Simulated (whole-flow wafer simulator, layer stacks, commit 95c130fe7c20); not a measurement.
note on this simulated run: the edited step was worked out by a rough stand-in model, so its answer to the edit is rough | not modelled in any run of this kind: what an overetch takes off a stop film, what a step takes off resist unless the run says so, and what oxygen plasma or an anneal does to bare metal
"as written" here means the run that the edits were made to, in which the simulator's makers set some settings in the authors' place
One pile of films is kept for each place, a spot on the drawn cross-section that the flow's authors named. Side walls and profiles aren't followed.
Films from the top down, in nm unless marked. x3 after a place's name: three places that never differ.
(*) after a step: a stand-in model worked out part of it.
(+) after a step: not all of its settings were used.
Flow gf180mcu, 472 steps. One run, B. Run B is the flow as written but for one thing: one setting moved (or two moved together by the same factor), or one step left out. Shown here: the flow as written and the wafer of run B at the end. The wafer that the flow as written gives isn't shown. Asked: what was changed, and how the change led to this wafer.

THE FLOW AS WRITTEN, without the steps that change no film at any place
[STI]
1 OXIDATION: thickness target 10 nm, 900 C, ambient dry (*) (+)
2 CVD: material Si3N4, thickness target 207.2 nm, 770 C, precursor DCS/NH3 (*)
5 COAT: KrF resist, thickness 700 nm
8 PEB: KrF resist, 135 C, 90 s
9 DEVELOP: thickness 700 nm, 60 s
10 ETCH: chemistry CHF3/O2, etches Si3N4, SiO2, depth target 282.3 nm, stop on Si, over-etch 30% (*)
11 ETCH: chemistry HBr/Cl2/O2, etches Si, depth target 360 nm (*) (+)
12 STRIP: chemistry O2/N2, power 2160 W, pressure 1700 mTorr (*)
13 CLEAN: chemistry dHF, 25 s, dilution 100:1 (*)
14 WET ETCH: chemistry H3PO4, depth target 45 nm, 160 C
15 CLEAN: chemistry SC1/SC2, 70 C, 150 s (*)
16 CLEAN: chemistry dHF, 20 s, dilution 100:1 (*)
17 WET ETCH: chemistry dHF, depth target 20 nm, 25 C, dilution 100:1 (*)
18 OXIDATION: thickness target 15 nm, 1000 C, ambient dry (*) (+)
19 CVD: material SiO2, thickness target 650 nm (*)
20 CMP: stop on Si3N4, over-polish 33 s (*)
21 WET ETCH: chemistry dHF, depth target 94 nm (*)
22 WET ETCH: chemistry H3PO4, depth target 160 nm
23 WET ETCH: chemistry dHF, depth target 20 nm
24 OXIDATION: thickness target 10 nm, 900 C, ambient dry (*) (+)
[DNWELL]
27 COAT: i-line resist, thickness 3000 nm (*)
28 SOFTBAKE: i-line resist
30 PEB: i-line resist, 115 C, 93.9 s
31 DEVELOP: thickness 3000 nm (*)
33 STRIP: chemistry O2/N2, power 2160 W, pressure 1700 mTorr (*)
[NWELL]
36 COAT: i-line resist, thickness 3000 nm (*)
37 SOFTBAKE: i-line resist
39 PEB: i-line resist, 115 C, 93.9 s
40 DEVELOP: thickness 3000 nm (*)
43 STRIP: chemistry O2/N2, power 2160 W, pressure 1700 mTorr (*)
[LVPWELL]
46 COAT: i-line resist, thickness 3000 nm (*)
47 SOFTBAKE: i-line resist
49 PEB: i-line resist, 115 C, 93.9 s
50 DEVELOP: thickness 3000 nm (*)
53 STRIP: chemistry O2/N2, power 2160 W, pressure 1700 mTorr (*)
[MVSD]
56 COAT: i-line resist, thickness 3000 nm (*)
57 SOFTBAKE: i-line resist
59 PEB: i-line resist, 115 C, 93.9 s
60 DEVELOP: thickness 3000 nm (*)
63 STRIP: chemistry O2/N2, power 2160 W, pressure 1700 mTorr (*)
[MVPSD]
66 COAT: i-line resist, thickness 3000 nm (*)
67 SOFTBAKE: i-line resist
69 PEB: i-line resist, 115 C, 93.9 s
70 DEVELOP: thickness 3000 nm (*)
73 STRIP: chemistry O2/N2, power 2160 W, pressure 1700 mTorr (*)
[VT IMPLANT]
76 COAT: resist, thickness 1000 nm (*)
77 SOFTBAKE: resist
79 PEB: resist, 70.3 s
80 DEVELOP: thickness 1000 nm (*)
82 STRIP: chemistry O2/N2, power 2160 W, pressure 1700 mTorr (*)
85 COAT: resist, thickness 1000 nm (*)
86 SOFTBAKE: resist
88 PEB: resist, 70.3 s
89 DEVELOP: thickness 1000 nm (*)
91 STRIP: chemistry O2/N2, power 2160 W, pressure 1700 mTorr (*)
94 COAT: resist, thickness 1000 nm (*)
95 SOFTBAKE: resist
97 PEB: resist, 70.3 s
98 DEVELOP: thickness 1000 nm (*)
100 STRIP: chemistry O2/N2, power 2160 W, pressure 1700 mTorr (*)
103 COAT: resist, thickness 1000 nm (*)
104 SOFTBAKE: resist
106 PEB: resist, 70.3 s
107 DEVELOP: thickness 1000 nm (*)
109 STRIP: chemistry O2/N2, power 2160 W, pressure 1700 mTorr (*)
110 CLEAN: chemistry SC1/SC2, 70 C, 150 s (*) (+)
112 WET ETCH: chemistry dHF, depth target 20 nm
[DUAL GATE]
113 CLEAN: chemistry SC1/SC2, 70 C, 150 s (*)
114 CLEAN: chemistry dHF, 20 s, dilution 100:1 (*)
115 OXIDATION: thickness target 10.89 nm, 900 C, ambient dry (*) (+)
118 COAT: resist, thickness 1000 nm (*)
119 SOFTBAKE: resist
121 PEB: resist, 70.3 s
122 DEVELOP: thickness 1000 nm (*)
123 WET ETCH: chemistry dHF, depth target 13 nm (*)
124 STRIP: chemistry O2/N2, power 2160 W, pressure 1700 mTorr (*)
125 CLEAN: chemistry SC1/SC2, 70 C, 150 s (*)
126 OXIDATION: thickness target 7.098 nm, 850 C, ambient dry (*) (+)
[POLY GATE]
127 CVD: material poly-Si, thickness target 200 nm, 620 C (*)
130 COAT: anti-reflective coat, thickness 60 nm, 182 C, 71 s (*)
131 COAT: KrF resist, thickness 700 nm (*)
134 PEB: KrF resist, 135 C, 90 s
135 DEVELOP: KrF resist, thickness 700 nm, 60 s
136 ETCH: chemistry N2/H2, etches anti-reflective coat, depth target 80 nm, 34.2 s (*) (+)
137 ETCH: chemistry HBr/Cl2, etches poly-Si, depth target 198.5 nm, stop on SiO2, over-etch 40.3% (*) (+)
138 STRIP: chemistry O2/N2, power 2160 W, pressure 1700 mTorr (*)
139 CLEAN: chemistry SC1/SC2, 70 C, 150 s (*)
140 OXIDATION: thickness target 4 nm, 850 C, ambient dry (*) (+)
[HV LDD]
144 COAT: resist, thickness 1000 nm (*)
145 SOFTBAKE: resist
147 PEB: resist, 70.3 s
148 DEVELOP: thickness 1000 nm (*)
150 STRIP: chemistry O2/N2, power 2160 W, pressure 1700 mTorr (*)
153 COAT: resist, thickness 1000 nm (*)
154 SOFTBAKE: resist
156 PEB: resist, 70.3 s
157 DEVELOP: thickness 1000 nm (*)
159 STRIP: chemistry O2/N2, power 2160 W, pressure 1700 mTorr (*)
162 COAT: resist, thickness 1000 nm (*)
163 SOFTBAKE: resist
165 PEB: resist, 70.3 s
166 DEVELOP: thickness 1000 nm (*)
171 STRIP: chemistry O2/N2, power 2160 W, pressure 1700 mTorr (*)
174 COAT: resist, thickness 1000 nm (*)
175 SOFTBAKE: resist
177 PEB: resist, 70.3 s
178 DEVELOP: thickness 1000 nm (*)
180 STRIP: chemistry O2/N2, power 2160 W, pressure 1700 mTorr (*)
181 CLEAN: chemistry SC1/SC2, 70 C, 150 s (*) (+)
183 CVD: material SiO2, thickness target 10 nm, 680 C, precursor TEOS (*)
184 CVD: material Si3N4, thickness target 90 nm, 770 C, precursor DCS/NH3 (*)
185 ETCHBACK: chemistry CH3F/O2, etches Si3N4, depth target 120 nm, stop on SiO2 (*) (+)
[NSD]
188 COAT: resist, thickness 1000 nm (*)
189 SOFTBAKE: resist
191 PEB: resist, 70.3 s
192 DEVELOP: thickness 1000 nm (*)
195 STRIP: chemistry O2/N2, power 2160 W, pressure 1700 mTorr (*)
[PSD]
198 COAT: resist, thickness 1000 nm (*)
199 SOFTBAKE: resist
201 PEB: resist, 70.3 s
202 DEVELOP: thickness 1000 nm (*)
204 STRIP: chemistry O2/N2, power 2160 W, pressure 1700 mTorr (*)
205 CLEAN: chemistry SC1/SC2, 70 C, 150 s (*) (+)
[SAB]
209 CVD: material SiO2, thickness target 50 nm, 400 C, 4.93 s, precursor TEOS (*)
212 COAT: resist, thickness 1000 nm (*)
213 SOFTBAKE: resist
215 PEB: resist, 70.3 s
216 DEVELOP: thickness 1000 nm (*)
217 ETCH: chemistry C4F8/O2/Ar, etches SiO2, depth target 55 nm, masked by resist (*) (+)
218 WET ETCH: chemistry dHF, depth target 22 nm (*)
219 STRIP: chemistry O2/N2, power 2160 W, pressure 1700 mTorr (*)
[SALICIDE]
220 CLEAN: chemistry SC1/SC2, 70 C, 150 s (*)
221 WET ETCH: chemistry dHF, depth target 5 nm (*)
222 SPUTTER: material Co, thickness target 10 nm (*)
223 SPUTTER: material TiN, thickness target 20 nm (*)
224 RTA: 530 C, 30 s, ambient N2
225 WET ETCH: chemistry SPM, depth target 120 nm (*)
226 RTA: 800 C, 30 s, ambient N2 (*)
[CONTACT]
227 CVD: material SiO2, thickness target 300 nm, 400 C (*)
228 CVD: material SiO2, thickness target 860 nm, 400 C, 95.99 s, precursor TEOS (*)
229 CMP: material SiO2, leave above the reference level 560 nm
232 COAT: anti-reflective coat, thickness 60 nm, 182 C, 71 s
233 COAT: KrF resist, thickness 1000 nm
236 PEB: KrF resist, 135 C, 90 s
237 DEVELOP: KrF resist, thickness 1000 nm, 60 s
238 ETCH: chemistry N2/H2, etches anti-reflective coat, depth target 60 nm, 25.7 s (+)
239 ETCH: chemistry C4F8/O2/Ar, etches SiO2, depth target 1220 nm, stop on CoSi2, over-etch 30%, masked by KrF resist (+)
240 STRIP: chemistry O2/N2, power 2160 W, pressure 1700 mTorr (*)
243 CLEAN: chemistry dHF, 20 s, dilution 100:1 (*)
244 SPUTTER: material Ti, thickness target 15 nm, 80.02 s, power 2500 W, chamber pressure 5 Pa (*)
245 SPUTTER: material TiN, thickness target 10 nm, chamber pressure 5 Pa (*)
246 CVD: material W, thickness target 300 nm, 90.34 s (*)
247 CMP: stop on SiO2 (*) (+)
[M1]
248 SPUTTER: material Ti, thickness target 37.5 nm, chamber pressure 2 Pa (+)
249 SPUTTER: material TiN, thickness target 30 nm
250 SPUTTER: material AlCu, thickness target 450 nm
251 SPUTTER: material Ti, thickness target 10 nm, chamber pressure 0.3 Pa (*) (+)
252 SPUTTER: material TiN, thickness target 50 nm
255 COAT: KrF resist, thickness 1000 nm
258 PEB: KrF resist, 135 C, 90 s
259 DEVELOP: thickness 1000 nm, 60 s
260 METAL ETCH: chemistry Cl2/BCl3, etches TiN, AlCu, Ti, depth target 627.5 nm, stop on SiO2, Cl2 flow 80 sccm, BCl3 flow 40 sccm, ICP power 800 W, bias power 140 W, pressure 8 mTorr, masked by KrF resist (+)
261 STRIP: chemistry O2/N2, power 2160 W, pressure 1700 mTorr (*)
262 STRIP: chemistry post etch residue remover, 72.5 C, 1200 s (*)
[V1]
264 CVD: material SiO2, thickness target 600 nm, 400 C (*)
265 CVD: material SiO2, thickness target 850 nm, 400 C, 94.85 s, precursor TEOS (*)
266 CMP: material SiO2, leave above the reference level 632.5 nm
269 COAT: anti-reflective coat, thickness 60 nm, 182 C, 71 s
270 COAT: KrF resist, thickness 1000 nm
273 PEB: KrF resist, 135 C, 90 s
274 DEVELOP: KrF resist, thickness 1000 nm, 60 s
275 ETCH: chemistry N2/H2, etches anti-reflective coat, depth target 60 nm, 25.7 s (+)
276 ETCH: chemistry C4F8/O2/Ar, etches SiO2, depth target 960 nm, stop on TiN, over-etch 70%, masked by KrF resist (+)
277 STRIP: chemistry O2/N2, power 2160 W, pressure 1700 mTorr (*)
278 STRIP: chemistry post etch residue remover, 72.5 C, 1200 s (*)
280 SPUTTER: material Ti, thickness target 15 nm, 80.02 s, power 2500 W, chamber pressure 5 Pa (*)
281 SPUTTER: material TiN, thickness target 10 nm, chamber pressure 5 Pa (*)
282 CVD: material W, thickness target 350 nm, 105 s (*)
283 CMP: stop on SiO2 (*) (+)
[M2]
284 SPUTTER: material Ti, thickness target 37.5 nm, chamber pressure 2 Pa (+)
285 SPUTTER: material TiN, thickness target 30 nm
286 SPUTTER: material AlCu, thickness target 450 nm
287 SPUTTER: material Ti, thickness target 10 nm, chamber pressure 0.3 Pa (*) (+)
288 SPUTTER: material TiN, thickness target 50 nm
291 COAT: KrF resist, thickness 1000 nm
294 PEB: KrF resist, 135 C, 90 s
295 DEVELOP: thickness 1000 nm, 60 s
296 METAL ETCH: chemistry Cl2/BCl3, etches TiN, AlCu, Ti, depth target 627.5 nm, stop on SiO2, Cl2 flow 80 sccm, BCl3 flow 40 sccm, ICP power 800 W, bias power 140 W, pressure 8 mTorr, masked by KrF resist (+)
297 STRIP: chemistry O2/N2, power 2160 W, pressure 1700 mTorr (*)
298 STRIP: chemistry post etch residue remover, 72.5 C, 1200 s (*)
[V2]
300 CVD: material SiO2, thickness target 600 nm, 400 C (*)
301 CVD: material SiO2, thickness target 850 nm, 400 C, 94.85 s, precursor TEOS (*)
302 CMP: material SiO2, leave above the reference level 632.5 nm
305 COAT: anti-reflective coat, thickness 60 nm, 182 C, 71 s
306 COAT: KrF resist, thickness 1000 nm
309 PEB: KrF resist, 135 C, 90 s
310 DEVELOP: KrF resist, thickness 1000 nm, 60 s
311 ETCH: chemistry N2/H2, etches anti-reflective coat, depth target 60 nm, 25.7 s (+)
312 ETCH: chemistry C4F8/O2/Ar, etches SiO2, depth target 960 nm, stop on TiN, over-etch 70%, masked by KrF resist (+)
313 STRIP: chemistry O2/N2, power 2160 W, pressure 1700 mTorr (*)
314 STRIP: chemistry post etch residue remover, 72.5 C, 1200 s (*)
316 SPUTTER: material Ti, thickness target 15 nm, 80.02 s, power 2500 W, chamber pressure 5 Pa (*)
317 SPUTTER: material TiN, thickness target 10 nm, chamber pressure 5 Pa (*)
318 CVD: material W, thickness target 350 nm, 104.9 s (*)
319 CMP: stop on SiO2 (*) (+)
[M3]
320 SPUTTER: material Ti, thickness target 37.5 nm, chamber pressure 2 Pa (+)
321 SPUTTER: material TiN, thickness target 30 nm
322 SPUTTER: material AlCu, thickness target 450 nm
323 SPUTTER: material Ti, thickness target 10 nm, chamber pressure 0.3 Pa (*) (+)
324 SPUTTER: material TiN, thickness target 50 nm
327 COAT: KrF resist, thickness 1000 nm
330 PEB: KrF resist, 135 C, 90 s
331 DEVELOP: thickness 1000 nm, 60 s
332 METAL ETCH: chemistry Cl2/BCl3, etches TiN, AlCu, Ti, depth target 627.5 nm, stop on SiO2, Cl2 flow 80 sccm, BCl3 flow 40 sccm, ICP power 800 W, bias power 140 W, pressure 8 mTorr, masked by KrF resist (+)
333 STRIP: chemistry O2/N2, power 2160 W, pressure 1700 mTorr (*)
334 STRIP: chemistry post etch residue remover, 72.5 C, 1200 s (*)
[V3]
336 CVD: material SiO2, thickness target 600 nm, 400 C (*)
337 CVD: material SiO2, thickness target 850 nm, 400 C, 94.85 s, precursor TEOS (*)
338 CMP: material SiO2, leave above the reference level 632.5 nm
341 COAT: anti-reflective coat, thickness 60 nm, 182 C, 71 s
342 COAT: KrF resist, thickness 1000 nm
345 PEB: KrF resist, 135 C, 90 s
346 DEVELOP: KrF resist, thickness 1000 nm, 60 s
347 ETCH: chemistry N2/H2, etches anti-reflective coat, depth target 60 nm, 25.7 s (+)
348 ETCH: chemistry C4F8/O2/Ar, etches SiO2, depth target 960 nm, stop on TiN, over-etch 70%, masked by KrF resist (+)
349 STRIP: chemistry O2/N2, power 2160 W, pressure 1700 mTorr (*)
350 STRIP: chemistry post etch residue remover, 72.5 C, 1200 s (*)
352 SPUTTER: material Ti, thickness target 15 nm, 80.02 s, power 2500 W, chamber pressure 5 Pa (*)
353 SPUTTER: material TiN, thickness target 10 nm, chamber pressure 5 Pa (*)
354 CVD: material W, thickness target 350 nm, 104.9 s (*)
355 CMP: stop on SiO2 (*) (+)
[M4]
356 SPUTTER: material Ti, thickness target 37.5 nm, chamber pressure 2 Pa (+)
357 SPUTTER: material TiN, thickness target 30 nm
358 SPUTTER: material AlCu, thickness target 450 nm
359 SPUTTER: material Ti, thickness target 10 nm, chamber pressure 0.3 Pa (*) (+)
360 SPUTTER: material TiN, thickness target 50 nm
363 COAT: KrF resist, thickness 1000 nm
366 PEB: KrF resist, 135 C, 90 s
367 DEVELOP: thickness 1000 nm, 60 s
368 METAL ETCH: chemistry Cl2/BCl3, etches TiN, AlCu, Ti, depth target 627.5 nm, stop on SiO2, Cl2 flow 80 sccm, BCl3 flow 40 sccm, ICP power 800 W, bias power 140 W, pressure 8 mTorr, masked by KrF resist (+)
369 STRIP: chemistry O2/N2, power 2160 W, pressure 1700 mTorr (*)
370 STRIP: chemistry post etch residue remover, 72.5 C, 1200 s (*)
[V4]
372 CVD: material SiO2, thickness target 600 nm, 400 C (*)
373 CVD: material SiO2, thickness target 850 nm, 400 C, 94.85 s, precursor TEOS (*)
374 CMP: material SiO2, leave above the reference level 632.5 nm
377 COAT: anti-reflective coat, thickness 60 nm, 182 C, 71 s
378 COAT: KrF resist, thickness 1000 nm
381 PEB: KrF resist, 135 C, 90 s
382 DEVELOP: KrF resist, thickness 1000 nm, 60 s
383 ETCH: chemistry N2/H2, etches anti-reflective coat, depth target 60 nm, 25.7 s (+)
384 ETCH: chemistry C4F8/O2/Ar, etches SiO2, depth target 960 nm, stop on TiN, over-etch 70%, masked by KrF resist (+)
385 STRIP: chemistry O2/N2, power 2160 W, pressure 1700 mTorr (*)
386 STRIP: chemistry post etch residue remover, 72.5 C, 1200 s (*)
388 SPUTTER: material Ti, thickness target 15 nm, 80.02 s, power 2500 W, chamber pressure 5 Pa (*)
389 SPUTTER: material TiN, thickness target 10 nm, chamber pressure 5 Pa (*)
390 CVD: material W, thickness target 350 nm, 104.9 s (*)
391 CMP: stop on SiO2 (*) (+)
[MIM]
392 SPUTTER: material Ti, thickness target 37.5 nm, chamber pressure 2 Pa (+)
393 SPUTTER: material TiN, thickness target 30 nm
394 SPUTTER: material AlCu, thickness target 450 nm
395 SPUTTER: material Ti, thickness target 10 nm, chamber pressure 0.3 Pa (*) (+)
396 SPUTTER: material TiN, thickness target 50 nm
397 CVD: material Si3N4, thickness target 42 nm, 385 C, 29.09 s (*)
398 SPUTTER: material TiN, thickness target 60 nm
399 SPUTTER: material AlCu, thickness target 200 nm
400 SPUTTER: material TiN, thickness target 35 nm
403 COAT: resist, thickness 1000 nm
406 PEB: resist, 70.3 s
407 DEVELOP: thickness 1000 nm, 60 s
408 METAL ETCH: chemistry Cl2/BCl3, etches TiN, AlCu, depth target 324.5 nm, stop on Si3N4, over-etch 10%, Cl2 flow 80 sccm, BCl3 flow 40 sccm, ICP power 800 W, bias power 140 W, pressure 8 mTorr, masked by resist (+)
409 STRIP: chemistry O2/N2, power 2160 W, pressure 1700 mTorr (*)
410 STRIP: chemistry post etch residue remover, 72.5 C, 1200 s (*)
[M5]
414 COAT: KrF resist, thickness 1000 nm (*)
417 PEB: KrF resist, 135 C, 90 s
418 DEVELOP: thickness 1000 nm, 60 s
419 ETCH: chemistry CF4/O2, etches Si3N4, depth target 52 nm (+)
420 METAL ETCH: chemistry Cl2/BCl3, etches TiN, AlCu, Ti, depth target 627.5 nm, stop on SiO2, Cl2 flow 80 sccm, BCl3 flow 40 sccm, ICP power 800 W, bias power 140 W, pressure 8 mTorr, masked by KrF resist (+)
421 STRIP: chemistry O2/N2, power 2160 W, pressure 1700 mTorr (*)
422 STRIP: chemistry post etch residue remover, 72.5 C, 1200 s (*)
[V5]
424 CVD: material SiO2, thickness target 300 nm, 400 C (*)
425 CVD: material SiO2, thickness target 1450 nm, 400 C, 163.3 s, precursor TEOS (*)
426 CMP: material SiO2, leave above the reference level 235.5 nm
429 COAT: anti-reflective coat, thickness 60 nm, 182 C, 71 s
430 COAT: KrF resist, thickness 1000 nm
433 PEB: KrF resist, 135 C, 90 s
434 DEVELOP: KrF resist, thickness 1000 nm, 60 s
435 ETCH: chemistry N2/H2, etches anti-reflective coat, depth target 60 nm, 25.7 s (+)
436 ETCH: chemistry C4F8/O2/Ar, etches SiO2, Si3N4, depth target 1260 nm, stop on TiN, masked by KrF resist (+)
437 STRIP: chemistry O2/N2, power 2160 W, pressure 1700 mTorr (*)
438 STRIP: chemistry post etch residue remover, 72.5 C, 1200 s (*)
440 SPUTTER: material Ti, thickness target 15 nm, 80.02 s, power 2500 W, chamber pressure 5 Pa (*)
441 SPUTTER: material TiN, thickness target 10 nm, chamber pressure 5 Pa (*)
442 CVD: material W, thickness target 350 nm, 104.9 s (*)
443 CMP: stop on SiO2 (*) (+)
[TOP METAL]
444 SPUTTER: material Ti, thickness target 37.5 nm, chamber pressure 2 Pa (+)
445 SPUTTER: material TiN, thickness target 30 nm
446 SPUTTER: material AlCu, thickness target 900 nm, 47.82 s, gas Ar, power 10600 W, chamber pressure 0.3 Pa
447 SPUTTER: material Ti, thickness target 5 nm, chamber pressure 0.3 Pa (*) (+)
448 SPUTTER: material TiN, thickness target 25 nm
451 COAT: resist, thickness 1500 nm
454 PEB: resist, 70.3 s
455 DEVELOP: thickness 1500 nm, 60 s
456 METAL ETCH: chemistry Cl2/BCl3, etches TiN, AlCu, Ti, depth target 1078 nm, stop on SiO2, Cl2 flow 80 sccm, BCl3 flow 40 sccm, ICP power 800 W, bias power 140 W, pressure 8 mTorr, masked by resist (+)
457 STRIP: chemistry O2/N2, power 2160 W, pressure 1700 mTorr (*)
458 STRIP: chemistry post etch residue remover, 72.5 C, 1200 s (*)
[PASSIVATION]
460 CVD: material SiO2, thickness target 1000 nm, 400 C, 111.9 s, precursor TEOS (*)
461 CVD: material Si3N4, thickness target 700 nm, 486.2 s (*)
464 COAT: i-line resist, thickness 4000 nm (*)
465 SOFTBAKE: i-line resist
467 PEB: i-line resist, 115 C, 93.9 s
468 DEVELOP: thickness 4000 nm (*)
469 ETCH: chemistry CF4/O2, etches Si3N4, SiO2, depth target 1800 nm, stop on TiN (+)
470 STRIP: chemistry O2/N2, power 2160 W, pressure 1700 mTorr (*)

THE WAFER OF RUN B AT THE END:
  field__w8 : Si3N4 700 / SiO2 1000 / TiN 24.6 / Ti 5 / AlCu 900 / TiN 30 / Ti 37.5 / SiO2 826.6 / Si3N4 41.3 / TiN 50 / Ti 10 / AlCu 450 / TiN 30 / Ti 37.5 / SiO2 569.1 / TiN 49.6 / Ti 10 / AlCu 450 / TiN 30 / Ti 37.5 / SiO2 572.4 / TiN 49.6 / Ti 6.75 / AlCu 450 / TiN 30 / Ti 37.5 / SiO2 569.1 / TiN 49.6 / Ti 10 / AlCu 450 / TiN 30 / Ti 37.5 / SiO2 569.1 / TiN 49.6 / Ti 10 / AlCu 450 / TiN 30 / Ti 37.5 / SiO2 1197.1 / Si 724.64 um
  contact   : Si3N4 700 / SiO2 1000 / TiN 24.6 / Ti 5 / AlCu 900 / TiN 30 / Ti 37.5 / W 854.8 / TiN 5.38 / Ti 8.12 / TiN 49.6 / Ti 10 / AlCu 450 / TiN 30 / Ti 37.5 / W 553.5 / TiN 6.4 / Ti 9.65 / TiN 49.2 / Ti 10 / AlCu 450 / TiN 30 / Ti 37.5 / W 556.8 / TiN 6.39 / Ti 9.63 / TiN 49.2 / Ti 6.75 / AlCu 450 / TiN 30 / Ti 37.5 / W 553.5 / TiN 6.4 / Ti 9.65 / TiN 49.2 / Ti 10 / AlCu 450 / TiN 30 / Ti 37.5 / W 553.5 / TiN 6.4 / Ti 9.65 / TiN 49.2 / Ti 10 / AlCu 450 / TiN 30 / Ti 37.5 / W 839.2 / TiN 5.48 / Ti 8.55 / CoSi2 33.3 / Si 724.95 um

The cause: step 323, SPUTTER: thickness target 6.75 nm was run, where the flow has thickness target 10 nm.
It can be read off the wafer: field__w8 has Ti 6.75, and step 323 as written asks for 10 nm.

How the change led to this, step by step:
  323 SPUTTER: material Ti, thickness target 10 nm, chamber pressure 0.3 Pa (*) (+)
      field, field__w1, field__w2 and 108 more: Ti +6.75 (new film) (as written it would be: Ti +10 (new film))
  332 METAL ETCH: chemistry Cl2/BCl3, etches TiN, AlCu, Ti, depth target 627.5 nm, stop on SiO2, Cl2 flow 80 sccm, BCl3 flow 40 sccm, ICP power 800 W, bias power 140 W, pressure 8 mTorr, masked by KrF resist (+)
      field, field__w1, field__w2 and 103 more: TiN -50 (all of it), Ti -6.75 (all of it), AlCu -450 (all of it), TiN -30 (all of it), Ti -37.5 (all of it) (as written it would be: TiN -50 (all of it), Ti -10 (all of it), AlCu -450 (all of it), TiN -30 (all of it), Ti -37.5 (all of it))
